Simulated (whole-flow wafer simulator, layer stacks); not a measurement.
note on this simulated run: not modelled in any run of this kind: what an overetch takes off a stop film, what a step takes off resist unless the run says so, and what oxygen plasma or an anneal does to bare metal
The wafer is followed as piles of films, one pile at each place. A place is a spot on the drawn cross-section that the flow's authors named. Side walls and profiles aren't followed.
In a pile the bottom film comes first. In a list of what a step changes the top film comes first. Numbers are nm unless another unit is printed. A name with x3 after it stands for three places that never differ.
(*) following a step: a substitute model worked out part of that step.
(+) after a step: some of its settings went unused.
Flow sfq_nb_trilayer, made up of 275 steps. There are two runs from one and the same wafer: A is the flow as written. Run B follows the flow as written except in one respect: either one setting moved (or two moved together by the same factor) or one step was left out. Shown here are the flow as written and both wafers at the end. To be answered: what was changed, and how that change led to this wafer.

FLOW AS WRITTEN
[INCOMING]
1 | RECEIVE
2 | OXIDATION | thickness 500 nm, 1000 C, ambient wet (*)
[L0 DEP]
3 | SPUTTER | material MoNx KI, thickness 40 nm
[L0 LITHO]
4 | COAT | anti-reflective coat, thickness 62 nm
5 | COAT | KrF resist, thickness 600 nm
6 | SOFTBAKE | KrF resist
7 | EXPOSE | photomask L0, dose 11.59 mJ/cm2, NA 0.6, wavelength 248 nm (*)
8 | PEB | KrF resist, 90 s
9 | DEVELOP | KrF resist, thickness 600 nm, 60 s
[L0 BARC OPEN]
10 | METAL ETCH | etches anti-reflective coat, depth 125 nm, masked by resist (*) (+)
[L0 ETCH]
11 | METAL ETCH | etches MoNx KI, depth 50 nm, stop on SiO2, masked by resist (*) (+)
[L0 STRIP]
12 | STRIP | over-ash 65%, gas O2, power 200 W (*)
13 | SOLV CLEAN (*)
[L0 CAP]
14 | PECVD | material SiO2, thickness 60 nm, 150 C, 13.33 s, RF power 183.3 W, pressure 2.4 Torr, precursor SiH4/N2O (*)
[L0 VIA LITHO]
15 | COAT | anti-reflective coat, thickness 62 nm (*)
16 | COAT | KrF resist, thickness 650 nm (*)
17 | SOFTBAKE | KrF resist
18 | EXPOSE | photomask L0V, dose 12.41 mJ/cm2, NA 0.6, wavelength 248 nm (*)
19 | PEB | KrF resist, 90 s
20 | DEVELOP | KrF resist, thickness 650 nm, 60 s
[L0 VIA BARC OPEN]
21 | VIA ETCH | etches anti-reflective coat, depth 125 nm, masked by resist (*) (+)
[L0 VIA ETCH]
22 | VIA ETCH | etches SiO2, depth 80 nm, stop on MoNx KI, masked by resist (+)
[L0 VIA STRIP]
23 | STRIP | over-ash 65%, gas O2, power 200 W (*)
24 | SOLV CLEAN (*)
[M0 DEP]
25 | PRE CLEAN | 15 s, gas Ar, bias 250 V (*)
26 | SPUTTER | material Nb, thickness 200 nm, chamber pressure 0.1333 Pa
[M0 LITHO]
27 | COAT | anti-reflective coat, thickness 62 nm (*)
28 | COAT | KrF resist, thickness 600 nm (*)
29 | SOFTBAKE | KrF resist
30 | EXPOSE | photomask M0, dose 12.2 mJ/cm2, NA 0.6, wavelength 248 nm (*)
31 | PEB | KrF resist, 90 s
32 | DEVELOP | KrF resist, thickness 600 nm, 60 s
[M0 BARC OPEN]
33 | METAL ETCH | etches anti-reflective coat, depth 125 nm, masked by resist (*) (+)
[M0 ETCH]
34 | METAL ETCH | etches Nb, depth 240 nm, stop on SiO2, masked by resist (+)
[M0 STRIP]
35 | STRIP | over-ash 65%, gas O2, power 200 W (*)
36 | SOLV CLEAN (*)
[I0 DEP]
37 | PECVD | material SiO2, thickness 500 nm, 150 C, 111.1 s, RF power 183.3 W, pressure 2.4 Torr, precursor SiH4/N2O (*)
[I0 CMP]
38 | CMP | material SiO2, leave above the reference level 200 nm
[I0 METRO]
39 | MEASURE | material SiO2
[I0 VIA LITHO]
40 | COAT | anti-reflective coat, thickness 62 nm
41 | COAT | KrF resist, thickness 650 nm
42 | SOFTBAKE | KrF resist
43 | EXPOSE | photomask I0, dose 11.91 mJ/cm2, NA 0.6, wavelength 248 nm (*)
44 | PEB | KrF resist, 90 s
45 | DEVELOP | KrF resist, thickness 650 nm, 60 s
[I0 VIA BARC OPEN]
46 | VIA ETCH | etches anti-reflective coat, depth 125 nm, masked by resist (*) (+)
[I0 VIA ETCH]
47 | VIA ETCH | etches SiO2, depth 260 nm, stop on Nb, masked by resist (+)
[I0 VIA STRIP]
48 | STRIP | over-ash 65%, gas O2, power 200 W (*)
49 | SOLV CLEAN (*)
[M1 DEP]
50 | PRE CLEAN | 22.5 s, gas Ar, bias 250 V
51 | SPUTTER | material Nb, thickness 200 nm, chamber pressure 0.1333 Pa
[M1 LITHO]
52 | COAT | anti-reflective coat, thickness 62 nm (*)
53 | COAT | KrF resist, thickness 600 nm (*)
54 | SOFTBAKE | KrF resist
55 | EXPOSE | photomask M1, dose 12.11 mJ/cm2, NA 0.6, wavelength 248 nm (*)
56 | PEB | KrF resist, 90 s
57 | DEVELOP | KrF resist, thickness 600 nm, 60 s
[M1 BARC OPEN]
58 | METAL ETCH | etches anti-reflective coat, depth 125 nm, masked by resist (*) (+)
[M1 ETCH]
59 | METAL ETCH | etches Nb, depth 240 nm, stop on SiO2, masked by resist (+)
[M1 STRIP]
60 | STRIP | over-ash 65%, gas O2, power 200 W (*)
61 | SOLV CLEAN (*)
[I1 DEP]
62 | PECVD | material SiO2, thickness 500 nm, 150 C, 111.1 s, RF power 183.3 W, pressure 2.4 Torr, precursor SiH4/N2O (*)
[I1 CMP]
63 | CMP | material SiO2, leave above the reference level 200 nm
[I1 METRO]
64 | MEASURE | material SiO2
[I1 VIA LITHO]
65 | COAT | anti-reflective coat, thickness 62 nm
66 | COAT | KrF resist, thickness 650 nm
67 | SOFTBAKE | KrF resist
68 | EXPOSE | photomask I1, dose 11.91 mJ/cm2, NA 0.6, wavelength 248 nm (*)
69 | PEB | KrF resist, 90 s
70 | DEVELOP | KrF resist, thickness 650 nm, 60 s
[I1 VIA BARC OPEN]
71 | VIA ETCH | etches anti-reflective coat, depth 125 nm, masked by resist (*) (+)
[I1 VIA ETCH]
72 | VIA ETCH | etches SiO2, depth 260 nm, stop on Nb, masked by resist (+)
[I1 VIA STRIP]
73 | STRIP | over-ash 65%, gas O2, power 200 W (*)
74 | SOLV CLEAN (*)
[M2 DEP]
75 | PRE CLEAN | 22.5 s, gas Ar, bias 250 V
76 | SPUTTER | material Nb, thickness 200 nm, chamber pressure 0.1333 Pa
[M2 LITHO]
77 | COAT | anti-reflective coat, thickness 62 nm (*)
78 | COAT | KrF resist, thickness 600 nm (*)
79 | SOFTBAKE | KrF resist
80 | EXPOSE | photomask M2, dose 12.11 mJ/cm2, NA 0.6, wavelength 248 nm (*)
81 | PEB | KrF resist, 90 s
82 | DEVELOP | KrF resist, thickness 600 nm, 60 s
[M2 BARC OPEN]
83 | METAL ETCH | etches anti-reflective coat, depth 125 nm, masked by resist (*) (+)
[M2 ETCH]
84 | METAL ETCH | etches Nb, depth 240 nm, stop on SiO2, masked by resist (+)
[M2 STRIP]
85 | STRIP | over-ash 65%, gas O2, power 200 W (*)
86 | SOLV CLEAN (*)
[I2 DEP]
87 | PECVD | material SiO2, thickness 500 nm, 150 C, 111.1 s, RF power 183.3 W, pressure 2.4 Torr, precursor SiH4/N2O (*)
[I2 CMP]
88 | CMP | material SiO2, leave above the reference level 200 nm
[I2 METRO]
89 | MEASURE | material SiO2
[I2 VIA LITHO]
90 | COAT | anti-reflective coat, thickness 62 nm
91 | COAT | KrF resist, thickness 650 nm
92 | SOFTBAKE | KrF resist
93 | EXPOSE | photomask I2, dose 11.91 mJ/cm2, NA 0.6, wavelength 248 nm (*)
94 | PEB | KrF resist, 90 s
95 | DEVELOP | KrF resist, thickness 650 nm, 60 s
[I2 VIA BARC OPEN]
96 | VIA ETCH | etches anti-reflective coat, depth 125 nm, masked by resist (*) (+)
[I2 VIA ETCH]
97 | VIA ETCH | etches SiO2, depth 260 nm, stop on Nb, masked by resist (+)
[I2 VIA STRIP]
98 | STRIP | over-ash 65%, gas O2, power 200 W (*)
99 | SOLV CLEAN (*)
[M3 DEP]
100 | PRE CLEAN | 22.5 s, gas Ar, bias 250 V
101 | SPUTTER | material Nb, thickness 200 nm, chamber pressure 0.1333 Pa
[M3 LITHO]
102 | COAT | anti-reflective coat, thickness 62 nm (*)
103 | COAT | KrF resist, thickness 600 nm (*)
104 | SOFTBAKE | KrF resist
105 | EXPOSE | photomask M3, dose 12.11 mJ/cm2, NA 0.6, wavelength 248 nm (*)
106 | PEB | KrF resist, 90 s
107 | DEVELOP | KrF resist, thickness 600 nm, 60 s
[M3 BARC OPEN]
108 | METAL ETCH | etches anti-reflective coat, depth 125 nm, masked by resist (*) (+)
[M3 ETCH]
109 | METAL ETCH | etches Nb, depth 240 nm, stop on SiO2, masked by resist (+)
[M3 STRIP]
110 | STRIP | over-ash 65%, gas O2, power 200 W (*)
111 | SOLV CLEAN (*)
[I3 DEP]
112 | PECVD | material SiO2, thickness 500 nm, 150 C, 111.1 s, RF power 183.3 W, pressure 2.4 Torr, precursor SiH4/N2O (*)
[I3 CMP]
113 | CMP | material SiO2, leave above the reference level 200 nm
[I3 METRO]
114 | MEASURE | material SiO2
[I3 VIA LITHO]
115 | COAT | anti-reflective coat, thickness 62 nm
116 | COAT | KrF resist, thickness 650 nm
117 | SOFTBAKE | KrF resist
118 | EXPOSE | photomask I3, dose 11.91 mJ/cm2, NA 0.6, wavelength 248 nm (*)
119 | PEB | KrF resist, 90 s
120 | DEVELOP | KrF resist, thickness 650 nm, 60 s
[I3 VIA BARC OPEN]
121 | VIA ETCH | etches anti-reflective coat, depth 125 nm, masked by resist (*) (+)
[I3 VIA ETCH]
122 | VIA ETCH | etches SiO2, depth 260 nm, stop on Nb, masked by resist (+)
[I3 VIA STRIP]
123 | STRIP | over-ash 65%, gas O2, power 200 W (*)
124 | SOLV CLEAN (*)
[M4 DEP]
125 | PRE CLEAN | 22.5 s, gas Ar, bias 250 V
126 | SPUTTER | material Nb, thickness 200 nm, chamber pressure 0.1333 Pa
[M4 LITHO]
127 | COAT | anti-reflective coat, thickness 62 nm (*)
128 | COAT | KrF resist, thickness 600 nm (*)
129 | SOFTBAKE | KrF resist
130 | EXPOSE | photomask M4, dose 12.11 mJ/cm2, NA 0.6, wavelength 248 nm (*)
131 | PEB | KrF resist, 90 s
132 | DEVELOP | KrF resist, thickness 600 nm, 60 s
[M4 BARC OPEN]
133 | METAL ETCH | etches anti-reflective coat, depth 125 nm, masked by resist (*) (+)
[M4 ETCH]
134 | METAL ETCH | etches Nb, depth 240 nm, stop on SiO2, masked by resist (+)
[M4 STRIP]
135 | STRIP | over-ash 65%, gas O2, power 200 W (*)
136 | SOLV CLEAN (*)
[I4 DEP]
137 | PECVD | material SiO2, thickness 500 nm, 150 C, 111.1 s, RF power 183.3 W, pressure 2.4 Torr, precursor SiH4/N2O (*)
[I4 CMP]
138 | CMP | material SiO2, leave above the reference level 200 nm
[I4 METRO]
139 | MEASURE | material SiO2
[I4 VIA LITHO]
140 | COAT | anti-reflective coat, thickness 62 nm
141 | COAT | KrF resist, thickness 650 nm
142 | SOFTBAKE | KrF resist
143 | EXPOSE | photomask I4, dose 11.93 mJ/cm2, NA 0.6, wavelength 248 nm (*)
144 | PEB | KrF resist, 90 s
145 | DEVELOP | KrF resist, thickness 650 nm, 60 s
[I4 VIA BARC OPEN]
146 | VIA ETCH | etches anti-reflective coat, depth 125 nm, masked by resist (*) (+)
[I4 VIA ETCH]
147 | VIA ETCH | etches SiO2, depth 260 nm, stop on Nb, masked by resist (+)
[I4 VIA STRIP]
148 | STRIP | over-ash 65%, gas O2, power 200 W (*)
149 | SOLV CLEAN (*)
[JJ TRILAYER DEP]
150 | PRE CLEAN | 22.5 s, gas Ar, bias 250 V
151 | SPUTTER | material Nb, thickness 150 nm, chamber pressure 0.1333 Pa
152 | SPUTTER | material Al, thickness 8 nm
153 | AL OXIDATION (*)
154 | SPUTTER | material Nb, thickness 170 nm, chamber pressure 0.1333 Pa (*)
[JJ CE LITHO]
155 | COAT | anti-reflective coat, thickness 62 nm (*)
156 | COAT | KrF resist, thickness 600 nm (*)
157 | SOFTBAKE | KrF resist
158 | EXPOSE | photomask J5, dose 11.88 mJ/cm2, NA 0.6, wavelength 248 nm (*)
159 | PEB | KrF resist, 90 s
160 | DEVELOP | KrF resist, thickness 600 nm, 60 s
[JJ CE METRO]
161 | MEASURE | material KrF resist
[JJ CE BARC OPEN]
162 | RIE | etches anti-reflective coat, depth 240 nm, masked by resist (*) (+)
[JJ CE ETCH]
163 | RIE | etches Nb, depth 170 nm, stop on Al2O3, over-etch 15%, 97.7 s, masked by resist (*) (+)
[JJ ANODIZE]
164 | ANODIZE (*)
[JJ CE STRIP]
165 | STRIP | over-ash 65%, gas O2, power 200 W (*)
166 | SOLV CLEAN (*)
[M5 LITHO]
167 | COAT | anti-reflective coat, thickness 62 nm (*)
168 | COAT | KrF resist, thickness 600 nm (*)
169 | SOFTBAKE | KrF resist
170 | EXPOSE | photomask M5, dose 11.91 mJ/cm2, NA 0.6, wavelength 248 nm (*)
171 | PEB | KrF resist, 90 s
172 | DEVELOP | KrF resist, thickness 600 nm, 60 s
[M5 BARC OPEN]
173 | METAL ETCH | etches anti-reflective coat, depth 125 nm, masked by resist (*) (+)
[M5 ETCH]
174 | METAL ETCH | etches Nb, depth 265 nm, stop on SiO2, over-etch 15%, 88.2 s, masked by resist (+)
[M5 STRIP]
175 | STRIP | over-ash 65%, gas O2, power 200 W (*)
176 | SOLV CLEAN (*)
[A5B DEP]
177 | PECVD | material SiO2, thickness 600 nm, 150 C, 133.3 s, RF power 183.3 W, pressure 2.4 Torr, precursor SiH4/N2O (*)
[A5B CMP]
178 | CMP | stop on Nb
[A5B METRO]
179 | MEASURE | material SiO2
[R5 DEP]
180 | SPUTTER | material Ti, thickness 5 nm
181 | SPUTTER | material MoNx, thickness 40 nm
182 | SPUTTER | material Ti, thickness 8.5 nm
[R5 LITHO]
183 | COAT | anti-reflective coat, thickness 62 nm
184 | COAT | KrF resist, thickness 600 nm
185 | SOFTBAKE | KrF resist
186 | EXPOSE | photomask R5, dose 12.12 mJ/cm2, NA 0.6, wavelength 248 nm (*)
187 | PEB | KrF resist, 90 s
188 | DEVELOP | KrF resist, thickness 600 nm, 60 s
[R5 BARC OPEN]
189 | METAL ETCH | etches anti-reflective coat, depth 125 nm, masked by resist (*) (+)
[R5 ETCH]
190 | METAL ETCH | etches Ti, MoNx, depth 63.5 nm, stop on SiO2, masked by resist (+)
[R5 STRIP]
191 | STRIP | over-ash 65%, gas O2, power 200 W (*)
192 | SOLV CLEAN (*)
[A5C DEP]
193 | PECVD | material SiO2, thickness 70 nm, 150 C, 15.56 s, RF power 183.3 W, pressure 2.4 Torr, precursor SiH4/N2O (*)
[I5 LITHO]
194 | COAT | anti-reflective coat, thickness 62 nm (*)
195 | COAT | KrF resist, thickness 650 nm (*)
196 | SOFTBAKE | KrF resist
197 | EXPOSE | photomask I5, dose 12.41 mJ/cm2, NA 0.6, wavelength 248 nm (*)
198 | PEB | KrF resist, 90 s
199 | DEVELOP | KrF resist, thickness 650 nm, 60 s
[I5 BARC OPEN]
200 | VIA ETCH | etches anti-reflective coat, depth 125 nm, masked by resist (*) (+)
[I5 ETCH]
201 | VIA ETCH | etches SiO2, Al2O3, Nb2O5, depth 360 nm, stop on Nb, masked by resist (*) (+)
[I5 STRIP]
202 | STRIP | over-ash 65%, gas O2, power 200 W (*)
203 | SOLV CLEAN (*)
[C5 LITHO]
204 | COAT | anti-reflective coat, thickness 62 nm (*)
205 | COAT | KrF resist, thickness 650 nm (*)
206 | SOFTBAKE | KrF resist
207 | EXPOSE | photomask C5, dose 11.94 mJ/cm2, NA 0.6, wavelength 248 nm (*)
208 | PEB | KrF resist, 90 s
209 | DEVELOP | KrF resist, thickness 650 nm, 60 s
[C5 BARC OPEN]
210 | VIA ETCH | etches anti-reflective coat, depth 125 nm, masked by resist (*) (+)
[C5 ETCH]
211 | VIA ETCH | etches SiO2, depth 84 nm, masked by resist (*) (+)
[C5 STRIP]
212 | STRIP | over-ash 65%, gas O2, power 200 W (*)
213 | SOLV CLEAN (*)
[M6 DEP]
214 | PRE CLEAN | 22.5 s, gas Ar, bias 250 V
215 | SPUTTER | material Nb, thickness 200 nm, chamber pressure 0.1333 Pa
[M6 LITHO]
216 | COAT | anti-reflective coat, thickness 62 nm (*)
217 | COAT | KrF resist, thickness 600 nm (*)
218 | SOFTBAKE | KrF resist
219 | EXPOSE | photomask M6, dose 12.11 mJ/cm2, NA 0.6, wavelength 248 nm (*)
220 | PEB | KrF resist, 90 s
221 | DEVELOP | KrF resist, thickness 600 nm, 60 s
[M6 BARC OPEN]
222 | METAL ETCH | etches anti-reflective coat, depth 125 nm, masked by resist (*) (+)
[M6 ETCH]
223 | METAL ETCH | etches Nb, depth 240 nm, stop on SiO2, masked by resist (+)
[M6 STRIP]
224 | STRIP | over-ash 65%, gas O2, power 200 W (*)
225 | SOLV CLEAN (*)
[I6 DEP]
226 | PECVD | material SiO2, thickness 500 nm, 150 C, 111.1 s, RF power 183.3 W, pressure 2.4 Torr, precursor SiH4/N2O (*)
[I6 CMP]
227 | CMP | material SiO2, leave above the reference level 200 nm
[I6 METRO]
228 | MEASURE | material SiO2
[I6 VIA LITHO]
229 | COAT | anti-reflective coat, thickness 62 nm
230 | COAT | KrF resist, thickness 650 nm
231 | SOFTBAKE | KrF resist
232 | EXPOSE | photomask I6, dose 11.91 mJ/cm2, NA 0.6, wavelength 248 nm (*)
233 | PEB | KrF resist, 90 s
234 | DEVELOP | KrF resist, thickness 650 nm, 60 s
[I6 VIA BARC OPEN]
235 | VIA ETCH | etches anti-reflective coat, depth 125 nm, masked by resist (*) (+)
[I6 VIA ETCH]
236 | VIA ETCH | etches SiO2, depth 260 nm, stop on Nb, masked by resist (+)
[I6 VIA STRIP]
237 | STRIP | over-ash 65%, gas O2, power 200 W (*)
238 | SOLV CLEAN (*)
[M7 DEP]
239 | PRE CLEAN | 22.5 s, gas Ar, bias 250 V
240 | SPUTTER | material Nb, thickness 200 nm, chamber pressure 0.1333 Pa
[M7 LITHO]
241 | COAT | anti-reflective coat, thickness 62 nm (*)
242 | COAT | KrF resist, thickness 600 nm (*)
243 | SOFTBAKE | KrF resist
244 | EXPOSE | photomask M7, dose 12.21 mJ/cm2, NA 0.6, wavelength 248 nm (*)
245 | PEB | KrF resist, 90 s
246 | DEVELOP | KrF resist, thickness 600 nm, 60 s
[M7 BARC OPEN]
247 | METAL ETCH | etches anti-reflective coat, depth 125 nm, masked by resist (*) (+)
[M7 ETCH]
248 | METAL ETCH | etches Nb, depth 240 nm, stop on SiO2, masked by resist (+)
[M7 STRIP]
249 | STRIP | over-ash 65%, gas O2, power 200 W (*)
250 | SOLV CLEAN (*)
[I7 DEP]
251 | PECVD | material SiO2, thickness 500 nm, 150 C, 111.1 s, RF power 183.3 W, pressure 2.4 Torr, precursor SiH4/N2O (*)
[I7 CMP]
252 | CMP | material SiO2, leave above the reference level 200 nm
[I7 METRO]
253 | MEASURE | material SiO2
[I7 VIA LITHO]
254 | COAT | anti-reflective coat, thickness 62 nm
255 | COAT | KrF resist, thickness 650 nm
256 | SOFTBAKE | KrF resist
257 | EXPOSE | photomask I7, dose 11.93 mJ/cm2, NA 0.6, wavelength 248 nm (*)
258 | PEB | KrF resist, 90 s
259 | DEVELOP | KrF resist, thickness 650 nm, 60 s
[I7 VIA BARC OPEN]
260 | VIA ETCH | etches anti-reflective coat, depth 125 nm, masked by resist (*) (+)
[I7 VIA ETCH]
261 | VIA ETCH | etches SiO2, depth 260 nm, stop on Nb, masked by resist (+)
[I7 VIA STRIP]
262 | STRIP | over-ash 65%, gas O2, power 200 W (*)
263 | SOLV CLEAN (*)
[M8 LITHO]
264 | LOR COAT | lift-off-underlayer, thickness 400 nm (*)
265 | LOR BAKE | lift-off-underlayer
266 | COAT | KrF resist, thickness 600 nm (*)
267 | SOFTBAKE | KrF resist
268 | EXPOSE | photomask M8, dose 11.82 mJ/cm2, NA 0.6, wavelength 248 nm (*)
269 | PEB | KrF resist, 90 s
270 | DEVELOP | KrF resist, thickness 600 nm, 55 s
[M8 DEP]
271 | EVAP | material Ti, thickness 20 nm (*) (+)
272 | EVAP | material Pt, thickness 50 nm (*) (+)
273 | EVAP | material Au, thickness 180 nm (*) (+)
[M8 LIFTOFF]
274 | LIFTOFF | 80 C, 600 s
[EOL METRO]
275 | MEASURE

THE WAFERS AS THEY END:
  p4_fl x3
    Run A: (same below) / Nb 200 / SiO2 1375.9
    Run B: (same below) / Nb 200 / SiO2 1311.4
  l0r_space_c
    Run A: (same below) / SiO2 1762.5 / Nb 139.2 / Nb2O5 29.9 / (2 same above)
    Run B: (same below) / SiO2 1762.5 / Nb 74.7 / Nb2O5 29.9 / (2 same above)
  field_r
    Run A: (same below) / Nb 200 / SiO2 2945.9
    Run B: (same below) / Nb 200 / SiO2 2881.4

What caused this: step 151, SPUTTER: thickness 85.5 nm was run, while the flow as written has thickness 150 nm.

The path from the change to this, step by step:
  151 | SPUTTER | material Nb, thickness 150 nm, chamber pressure 0.1333 Pa
      field_l, v_sur, via_sp and 100 more: A Nb gains 150 (new film) | B Nb gains 85.5 (new film)
      via_wl, via_wr: A Nb gains 130.4 | B Nb gains 61.1
      (also at 1 further place)
  154 | SPUTTER | material Nb, thickness 170 nm, chamber pressure 0.1333 Pa (*)
      via_w: A Nb gains 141 (new film) | B Nb gains 145 (new film)
  155 | COAT | anti-reflective coat, thickness 62 nm (*)
      via_wl, via_wr: A anti-reflective coat gains 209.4 (new film) | B anti-reflective coat gains 225.1 (new film)
  162 | RIE | etches anti-reflective coat, depth 240 nm, masked by resist (*) (+)
      ce_l, c5j, ce_r, wl_jj: A KrF resist loses 209.4 | B KrF resist loses 225.1
      via_wl, via_wr: A anti-reflective coat loses 209.4 (all of it) | B anti-reflective coat loses 225.1 (all of it)
  163 | RIE | etches Nb, depth 170 nm, stop on Al2O3, over-etch 15%, 97.7 s, masked by resist (*) (+)
      via_w: A Nb loses 141 (all of it), Al2O3 loses 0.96 (all of it) | B Nb loses 145 (all of it), Al2O3 loses 0.96 (all of it)
  164 | ANODIZE (*)
      via_wl, via_wr: A Al2O3 gains 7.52 (new film), Nb2O5 gains 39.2 (new film), Al loses 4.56 (all of it), Nb loses 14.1 | B Al2O3 gains 8.14 (new film), Nb2O5 gains 38.1 (new film), Al loses 4.93 (all of it), Nb loses 13.7
  165 | STRIP | over-ash 65%, gas O2, power 200 W (*)
      c5j, ce_r: A KrF resist loses 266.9 (all of it), anti-reflective coat loses 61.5 (all of it) | B KrF resist loses 251.3 (all of it), anti-reflective coat loses 61.5 (all of it)
      ce_l: A KrF resist loses 266.8 (all of it), anti-reflective coat loses 61.4 (all of it) | B KrF resist loses 251.2 (all of it), anti-reflective coat loses 61.5 (all of it)
      (also at 1 further place)
  167 | COAT | anti-reflective coat, thickness 62 nm (*)
      via_wl: A anti-reflective coat gains 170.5 (new film) | B anti-reflective coat gains 174 (new film)
      via_w: A anti-reflective coat gains 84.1 (new film) | B anti-reflective coat gains 78.5 (new film)
      (also at 3 further places)
  174 | METAL ETCH | etches Nb, depth 265 nm, stop on SiO2, over-etch 15%, 88.2 s, masked by resist (+)
      field_l, r_sur, res and 50 more: A Al2O3 loses 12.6 (all of it), Nb2O5 loses 29.9 (all of it), Nb loses 139.2 (all of it), SiO2 loses 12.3 | B Al2O3 loses 12.6 (all of it), Nb2O5 loses 29.9 (all of it), Nb loses 74.7 (all of it), SiO2 loses 18.7
  175 | STRIP | over-ash 65%, gas O2, power 200 W (*)
      via_wl: A KrF resist loses 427 (all of it), anti-reflective coat loses 170.5 (all of it) | B KrF resist loses 430.1 (all of it), anti-reflective coat loses 174 (all of it)
      via_w: A KrF resist loses 503.5 (all of it), anti-reflective coat loses 84.1 (all of it) | B KrF resist loses 497.1 (all of it), anti-reflective coat loses 78.5 (all of it)
      (also at 3 further places)
  177 | PECVD | material SiO2, thickness 600 nm, 150 C, 133.3 s, RF power 183.3 W, pressure 2.4 Torr, precursor SiH4/N2O (*)
      via_wl, via_wr: A SiO2 gains 600 (new film) | B SiO2 gains 614 (new film)
  178 | CMP | stop on Nb
      field_l, p4_fl x3, p4_w1 x9 and 29 more: A SiO2 loses 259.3 | B SiO2 loses 317.4
      r_sur, res, r_end, moat, field_r, lsp_l: A SiO2 loses 252.3 | B SiO2 loses 317.4
      (also at 8 further places)
